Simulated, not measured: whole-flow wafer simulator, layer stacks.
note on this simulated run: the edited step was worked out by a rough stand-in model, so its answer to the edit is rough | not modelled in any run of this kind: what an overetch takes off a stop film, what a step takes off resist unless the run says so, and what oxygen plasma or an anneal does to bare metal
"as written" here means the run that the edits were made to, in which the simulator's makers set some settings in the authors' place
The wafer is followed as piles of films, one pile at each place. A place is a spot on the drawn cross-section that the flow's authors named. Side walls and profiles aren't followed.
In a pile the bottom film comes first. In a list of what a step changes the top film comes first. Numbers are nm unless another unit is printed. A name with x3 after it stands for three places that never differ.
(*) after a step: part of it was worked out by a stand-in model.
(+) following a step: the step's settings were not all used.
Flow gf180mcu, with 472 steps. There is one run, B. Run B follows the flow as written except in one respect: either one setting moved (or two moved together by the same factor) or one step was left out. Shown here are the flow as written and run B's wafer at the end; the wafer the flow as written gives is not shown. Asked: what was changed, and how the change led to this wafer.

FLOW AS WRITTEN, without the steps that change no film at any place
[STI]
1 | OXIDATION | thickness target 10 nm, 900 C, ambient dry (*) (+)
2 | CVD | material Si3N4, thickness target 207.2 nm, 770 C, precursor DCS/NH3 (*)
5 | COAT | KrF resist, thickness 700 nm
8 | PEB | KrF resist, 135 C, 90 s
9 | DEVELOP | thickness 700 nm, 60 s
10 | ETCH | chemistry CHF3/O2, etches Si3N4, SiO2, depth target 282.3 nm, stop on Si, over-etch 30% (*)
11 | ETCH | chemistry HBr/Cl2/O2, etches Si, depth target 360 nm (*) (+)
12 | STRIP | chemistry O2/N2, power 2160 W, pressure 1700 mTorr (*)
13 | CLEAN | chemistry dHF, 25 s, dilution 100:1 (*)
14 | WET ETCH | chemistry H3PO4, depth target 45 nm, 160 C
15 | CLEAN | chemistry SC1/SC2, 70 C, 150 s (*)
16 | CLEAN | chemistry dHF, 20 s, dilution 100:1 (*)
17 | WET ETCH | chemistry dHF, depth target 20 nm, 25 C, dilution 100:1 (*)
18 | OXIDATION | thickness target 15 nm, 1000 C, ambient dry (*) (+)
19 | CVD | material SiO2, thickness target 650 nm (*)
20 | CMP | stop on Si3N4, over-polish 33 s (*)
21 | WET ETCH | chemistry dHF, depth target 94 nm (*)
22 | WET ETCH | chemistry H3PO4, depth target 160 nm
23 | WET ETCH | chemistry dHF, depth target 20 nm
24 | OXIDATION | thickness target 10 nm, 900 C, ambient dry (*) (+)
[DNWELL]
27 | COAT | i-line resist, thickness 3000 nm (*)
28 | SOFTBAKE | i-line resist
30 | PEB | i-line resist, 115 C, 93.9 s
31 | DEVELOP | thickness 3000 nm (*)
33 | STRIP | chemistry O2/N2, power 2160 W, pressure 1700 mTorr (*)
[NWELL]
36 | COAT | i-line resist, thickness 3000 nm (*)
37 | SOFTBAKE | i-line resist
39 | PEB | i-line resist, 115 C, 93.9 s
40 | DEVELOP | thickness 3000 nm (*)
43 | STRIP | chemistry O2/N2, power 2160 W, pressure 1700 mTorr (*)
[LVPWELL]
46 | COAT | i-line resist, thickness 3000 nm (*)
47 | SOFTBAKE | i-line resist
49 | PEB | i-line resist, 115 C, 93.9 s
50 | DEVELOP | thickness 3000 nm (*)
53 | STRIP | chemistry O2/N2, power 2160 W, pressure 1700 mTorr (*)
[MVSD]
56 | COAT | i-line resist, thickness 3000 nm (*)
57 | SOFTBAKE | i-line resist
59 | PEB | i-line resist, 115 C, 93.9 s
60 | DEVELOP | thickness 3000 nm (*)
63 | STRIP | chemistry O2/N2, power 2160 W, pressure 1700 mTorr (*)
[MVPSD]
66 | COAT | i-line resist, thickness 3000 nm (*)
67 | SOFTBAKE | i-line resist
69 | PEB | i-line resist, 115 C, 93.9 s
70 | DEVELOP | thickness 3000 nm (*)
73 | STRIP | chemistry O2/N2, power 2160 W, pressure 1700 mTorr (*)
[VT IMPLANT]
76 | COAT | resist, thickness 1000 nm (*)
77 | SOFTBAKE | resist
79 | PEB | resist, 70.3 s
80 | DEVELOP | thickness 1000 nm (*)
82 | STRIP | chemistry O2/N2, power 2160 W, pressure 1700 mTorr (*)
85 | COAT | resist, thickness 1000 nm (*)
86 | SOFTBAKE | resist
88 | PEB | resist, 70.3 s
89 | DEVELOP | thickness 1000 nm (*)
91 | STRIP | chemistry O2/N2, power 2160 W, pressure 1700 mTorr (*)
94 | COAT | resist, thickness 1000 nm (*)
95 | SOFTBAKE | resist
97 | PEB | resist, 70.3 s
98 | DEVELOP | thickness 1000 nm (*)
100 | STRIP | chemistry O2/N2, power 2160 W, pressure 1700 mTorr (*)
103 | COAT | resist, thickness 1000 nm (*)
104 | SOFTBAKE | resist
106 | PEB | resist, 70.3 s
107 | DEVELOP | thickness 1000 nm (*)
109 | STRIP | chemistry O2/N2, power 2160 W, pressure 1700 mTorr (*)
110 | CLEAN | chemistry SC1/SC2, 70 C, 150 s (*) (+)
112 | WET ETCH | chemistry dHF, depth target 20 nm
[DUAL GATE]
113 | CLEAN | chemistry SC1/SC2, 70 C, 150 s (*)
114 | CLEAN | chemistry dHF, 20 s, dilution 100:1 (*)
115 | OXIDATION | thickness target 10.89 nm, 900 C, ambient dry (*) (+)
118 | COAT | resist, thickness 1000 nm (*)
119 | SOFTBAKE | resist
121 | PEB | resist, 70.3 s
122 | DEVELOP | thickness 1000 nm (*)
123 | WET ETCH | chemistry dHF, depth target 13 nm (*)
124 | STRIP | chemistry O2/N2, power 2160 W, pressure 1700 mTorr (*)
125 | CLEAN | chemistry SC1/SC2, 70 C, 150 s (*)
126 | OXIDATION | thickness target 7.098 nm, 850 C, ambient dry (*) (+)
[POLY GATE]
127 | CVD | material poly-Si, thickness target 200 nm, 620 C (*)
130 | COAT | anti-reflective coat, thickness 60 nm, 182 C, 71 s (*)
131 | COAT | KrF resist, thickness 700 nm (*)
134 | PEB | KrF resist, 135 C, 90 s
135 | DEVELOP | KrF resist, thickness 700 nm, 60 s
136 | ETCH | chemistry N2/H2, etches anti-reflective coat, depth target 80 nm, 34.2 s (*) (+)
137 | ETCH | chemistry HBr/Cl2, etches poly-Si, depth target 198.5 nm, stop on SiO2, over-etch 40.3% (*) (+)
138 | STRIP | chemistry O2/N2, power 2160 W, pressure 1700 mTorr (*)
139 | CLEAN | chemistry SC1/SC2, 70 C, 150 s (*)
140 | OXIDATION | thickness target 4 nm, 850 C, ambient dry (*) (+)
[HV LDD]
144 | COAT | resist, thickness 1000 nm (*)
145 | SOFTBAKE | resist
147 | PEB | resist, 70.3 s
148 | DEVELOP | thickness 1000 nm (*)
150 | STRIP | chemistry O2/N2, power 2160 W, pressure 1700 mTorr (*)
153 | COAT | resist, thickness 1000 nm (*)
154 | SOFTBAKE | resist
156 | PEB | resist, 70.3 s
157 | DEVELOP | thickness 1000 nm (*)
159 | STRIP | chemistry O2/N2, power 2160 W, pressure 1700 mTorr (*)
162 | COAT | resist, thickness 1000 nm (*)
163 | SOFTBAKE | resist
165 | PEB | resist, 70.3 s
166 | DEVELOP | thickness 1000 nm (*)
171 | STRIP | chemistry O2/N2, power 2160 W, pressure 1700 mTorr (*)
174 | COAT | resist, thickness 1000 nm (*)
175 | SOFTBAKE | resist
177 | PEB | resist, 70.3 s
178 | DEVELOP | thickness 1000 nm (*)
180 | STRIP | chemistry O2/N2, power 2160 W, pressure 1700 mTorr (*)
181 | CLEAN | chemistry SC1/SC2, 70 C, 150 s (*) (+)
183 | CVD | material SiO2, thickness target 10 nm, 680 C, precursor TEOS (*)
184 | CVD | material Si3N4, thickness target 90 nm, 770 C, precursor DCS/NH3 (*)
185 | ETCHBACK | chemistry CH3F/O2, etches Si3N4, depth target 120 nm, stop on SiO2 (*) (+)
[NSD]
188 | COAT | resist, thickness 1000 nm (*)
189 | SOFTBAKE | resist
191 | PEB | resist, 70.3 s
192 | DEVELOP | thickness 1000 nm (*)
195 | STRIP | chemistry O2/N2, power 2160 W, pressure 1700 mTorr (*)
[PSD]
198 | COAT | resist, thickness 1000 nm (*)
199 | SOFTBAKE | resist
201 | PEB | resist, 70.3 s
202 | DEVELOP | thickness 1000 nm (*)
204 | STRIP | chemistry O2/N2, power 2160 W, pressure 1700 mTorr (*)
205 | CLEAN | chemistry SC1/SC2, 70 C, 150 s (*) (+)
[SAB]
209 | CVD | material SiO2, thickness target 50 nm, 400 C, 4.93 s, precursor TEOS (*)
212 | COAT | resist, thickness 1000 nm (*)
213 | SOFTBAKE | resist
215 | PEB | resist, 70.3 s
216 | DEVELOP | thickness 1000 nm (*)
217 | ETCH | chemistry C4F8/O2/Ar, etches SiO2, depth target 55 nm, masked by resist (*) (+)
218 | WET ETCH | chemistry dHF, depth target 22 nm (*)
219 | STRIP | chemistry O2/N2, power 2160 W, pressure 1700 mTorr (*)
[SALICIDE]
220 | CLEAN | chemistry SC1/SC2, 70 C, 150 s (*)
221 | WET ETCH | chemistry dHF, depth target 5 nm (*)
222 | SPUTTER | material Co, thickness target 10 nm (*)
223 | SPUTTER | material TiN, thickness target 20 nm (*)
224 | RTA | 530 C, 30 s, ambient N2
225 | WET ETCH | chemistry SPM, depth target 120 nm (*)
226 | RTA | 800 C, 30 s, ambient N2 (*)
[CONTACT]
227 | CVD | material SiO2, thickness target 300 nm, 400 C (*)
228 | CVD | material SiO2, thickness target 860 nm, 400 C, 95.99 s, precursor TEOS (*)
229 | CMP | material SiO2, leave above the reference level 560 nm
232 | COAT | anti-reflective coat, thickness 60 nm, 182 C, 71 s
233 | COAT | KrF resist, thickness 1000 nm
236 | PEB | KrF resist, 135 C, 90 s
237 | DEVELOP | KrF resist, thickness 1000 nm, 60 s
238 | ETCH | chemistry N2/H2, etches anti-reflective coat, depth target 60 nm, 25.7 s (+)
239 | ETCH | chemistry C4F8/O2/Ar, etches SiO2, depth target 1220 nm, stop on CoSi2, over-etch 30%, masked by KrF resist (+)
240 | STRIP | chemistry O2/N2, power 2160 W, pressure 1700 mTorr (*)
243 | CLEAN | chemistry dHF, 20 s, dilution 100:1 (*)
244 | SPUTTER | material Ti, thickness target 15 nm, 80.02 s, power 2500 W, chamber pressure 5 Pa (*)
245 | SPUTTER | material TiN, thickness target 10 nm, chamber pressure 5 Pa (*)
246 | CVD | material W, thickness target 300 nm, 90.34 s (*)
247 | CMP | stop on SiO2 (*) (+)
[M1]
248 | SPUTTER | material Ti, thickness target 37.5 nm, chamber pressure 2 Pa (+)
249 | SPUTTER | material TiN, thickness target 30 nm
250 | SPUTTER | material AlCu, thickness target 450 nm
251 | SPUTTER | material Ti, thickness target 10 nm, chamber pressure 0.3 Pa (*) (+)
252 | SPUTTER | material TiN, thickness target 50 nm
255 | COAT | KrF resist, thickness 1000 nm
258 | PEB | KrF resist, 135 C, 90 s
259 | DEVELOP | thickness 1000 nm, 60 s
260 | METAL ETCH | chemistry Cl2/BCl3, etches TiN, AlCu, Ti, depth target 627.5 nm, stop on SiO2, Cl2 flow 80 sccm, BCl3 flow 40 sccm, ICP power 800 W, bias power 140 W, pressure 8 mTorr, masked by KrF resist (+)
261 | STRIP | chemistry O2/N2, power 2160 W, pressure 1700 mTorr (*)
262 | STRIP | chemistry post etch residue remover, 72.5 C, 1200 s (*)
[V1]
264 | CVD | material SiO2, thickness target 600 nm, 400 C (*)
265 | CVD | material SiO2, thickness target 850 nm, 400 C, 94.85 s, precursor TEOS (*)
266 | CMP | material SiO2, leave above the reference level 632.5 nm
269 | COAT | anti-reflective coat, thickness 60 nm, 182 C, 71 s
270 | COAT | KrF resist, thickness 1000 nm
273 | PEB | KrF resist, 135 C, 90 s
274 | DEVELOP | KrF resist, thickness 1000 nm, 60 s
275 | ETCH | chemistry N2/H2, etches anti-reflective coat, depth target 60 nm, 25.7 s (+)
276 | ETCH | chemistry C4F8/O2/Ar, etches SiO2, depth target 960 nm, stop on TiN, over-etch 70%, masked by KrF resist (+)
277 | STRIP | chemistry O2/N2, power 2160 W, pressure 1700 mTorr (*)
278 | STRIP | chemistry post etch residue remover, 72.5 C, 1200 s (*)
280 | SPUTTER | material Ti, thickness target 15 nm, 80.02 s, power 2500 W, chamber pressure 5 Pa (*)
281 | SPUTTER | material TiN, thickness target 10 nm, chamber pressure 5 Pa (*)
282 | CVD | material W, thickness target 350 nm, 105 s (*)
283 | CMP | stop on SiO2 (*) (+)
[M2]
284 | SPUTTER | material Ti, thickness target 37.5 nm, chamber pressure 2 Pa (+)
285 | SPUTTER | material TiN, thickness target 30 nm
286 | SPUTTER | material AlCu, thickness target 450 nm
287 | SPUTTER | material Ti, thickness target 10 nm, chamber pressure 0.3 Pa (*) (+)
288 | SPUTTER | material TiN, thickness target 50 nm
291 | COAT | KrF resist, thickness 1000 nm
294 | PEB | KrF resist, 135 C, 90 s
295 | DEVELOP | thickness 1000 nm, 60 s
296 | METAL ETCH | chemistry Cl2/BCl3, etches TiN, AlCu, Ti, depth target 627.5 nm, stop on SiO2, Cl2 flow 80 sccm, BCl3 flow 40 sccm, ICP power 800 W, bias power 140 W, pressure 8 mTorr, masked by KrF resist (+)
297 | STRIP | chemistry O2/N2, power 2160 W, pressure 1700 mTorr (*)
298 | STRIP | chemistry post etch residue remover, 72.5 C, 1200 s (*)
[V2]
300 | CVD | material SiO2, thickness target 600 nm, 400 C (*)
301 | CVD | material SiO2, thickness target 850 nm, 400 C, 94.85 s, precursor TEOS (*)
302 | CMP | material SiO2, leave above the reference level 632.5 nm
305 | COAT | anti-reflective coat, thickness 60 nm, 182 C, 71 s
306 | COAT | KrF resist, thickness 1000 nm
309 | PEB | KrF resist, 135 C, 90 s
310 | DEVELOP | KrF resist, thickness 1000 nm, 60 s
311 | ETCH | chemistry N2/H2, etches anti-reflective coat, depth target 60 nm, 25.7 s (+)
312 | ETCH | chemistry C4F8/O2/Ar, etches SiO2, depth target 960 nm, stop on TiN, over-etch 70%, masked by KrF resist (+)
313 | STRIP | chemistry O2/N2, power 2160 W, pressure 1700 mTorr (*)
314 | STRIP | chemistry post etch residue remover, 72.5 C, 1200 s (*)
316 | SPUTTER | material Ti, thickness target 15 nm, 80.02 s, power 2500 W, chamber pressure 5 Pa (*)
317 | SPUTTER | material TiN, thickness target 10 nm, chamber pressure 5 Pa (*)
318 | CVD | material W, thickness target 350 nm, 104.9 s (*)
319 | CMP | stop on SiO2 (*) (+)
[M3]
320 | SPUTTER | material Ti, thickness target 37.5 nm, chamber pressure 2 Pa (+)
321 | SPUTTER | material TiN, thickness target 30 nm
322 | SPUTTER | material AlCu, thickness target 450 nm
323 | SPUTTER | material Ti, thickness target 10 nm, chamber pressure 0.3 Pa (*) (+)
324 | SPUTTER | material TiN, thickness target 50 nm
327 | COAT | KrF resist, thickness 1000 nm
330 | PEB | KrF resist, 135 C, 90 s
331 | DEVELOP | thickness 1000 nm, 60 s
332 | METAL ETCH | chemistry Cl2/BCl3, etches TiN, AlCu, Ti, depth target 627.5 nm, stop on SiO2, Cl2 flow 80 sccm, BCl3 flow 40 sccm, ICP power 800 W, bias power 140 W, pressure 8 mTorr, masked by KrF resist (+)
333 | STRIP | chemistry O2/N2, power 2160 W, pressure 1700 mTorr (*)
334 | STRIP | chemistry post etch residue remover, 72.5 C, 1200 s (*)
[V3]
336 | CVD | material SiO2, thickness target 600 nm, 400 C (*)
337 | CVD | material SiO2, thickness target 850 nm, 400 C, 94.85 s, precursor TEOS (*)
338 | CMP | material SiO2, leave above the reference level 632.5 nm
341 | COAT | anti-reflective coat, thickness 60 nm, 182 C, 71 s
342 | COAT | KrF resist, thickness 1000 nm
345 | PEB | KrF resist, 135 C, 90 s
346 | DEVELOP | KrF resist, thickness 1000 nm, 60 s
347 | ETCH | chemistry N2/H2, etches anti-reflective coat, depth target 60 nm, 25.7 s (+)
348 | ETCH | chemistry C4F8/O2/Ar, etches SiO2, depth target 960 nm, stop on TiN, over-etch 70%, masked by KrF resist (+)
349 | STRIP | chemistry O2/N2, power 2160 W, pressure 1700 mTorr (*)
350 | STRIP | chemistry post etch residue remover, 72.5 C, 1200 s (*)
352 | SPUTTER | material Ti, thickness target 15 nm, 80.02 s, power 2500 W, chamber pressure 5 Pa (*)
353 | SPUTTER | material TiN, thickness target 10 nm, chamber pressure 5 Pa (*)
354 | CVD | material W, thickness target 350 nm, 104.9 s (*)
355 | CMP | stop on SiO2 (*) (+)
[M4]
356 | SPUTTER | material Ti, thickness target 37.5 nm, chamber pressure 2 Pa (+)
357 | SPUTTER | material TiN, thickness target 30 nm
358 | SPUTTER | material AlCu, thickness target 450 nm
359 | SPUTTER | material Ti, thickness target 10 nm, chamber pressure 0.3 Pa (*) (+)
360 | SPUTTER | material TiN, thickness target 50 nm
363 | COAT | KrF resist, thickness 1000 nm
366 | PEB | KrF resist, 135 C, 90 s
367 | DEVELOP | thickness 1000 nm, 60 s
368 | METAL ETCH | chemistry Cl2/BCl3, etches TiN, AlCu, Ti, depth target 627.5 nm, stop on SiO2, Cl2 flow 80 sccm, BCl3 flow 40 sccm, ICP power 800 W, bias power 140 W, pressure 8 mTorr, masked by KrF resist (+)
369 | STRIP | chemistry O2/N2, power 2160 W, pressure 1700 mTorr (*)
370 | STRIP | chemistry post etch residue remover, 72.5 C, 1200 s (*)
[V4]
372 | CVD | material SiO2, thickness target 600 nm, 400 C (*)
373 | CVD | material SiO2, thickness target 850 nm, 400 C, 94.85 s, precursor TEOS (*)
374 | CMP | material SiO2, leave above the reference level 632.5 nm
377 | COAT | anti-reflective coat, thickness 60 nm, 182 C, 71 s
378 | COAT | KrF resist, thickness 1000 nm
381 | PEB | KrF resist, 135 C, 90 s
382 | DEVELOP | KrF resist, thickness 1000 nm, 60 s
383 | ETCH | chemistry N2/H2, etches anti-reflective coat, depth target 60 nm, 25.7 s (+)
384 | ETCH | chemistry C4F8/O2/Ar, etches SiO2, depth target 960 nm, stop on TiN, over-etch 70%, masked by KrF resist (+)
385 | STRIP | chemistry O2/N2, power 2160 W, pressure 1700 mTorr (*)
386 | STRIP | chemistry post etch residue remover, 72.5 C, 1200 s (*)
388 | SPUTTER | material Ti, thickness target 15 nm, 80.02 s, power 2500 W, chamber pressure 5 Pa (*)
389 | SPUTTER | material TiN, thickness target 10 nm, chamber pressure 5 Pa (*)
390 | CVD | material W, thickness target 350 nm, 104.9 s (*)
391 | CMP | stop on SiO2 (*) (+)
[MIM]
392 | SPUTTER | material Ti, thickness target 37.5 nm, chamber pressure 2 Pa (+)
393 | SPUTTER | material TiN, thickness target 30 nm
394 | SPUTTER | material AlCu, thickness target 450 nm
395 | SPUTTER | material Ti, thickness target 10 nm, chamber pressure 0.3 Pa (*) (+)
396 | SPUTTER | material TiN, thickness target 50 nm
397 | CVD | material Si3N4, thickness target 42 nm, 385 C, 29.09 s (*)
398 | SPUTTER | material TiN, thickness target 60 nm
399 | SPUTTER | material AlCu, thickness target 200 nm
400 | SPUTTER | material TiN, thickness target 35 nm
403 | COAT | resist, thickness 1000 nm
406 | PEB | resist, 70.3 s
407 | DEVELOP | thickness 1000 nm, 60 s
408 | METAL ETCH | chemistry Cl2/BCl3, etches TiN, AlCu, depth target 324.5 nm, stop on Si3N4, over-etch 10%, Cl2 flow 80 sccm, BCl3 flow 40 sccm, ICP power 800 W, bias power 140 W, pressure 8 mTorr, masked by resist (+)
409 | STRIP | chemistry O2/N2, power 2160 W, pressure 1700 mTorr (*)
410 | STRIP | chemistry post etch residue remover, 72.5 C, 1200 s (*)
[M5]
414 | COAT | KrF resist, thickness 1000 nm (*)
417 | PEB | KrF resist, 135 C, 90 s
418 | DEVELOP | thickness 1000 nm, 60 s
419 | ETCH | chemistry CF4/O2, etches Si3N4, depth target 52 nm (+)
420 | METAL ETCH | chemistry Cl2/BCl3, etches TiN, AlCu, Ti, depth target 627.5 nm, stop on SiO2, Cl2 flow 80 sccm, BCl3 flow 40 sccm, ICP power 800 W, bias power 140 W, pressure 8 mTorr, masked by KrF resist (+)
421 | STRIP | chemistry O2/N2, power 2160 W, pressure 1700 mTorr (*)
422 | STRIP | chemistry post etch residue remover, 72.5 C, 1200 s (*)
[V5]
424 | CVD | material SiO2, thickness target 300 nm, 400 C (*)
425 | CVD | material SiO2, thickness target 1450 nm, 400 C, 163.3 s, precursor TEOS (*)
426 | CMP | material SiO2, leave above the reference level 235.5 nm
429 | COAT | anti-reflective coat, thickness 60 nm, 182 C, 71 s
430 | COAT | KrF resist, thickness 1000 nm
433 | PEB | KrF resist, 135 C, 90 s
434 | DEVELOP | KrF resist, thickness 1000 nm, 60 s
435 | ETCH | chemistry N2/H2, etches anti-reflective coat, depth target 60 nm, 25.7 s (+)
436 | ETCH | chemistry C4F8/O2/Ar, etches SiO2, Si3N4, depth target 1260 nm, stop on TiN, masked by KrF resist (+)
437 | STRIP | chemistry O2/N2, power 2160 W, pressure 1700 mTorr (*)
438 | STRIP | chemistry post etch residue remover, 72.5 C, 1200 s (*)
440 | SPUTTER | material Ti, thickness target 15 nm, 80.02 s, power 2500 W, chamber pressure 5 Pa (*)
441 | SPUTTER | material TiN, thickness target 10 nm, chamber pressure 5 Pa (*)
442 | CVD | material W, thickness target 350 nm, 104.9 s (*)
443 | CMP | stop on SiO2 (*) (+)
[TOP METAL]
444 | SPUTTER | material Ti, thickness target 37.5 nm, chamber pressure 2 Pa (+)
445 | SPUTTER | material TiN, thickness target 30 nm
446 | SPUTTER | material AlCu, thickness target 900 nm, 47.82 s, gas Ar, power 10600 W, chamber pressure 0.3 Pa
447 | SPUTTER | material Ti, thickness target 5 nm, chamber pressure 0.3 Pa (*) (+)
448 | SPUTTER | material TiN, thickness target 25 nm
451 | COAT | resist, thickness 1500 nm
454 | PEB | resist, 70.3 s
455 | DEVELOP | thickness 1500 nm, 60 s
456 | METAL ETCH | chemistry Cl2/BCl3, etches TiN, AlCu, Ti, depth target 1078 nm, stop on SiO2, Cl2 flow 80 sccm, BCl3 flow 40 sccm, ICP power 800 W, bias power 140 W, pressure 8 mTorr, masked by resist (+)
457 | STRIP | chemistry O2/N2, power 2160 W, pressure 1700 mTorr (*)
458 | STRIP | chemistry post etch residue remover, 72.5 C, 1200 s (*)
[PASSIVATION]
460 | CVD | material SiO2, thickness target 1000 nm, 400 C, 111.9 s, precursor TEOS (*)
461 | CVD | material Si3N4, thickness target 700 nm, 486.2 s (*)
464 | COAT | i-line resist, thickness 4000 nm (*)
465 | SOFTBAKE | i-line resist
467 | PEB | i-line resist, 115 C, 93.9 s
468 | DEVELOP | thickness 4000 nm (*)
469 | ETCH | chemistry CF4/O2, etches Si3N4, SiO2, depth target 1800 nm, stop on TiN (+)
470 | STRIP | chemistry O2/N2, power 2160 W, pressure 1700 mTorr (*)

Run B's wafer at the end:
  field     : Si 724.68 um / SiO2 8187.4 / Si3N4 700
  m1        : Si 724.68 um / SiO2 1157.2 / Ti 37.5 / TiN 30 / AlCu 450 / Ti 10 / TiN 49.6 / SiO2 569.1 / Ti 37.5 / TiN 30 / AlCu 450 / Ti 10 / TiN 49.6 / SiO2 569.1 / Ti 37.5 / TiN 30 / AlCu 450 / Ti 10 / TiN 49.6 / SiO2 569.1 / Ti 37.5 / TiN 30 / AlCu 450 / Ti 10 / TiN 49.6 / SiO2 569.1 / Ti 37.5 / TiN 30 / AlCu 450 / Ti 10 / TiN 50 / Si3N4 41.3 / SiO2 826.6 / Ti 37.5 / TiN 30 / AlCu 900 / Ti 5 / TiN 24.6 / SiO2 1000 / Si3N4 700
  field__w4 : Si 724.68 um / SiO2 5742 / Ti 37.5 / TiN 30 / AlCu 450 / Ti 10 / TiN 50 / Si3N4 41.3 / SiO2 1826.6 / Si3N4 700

Cause: step 11, ETCH: depth target 320 nm was run, whereas the flow has depth target 360 nm.

How this came from the change, step by step:
  11 | ETCH | chemistry HBr/Cl2/O2, etches Si, depth target 360 nm (*) (+)
      active, n_well, p_well and 40 more: -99 KrF resist (it would be, as written: -112.3 KrF resist)
      field, field_sub, sti and 34 more: -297 Si (it would be, as written: -337 Si)
  12 | STRIP | chemistry O2/N2, power 2160 W, pressure 1700 mTorr (*)
      active, n_well, p_well and 40 more: -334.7 KrF resist (all of it) (it would be, as written: -321.4 KrF resist (all of it))
  19 | CVD | material SiO2, thickness target 650 nm (*)
      m1, ld_fp_n, ld_drift_n and 8 more: +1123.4 SiO2 (it would be, as written: +1163.4 SiO2)
  20 | CMP | stop on Si3N4, over-polish 33 s (*)
      sti, mim_1p0, pad and 11 more: -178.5 SiO2 (it would be, as written: -138.5 SiO2)
      nw_enc_fld, nw_enc_fld_lv: -182.5 SiO2 (it would be, as written: -142.5 SiO2)
      (also at 10 further places)
